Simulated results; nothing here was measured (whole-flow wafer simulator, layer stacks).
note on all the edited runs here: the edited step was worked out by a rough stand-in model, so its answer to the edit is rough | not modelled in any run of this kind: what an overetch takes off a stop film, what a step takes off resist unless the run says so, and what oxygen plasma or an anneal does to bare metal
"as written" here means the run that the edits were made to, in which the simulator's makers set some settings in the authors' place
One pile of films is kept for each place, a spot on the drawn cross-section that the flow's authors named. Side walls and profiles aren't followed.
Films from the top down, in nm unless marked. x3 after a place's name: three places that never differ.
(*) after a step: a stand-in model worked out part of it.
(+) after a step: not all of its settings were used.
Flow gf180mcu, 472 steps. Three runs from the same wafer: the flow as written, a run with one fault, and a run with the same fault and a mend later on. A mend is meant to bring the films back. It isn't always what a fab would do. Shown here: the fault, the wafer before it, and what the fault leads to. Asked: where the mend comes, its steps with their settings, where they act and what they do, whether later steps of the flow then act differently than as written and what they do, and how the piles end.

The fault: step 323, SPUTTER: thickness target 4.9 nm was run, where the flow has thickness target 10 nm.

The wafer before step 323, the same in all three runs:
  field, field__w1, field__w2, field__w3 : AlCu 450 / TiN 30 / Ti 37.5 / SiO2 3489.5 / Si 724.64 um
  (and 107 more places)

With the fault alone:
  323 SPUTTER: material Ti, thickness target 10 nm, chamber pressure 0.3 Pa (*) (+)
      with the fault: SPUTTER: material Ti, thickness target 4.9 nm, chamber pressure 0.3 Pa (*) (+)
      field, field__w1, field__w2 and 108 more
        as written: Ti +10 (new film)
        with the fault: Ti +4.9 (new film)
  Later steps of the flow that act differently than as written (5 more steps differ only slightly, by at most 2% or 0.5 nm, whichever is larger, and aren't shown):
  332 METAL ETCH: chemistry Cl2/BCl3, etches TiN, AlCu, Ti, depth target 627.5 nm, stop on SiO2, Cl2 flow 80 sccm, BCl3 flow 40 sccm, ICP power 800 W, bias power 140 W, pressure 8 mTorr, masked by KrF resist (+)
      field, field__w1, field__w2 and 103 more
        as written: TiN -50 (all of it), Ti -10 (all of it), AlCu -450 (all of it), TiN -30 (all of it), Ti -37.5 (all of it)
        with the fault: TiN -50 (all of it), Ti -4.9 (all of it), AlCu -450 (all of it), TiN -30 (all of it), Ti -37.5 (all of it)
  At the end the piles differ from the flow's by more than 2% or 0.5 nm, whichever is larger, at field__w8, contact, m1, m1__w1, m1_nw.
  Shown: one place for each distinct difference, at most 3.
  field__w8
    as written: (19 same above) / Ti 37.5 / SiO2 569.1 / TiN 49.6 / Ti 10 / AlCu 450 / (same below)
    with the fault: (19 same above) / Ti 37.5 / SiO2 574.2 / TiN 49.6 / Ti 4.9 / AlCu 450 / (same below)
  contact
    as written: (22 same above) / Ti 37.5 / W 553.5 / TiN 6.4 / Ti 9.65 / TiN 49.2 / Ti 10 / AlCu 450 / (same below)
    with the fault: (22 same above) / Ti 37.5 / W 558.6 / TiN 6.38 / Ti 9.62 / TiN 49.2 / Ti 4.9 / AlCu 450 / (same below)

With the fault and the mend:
  The mend comes after step 323.
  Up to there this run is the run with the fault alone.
  323a SPUTTER: material Ti, thickness target 5.1 nm, chamber pressure 0.3 Pa (*) (+) (the flow's step 323 once more, with other settings)
      field, field__w1, field__w2 and 108 more
        Ti +5.1
  No later step of the flow acts differently than as written at any place that is followed.
  At the end the piles are the same as the flow's at every place that both follow.
